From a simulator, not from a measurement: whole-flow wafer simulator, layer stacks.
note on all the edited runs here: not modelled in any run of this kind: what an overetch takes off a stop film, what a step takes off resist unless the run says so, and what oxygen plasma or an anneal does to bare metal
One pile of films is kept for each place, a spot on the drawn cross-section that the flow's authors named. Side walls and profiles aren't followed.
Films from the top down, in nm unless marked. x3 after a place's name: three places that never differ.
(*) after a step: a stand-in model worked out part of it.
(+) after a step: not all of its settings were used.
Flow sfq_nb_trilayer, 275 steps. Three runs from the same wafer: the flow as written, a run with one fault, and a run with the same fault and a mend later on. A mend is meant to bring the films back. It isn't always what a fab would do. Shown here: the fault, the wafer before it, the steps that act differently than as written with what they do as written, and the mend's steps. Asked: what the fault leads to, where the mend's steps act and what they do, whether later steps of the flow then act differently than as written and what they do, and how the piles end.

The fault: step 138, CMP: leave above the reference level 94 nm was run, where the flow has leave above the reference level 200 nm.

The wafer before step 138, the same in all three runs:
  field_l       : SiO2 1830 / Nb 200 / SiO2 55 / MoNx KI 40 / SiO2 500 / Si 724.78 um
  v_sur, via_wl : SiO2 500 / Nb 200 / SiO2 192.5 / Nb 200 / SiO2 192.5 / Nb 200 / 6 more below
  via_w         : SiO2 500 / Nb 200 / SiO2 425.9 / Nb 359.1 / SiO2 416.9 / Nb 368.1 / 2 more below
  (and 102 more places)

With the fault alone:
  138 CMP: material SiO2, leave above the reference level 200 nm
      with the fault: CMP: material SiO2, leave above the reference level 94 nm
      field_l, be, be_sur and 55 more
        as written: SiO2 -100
        with the fault: SiO2 -206
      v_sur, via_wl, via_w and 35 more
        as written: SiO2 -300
        with the fault: SiO2 -406
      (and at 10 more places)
  Later steps of the flow that act differently than as written (4 more steps differ only slightly, by at most 2% or 0.5 nm, whichever is larger, and aren't shown):
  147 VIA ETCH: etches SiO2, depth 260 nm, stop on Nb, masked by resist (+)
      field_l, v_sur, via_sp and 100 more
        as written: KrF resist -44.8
        with the fault: KrF resist -24.3
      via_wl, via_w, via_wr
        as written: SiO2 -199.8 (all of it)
        with the fault: SiO2 -93.8 (all of it)
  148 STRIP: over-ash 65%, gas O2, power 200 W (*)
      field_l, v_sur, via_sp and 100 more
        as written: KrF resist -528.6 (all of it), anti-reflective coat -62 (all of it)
        with the fault: KrF resist -549.2 (all of it), anti-reflective coat -62 (all of it)
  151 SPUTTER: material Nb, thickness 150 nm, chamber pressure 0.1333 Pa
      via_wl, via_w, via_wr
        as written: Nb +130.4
        with the fault: Nb +142.9
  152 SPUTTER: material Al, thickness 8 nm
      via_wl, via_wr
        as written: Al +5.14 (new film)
        with the fault: Al +6.42 (new film)
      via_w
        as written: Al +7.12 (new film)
        with the fault: Al +7.9 (new film)
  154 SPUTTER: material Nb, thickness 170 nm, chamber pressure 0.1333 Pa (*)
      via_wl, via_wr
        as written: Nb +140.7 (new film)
        with the fault: Nb +132.3 (new film)
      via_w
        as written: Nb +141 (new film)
        with the fault: Nb +168.4 (new film)
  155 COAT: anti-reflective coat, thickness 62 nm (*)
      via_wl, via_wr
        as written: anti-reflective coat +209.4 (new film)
        with the fault: anti-reflective coat +154.8 (new film)
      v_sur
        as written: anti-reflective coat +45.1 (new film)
        with the fault: anti-reflective coat +50.6 (new film)
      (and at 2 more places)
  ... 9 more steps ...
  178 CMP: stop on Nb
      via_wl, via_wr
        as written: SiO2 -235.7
        with the fault: SiO2 -353.9
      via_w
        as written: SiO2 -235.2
        with the fault: SiO2 -353.5
  At the end the piles differ from the flow's by more than 2% or 0.5 nm, whichever is larger, at field_l, v_sur, via_wl and 103 more.
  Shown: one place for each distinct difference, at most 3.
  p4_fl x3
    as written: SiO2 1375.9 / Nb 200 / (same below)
    with the fault: SiO2 1269.9 / Nb 200 / (same below)
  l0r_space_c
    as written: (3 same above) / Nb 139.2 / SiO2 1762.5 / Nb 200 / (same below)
    with the fault: (3 same above) / Nb 139.2 / SiO2 1656.5 / Nb 200 / (same below)
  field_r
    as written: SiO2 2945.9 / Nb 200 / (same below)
    with the fault: SiO2 2839.9 / Nb 200 / (same below)

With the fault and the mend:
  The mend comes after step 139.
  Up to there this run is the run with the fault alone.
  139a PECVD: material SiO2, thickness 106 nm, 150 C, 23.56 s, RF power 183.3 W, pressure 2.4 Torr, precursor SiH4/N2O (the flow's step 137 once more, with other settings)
      field_l, v_sur, via_wl and 103 more
        SiO2 +106
  No later step of the flow acts differently than as written, at any place that is followed, by more than 2% or 0.5 nm, whichever is larger.
  At the end the piles are the same as the flow's at every place that both follow.
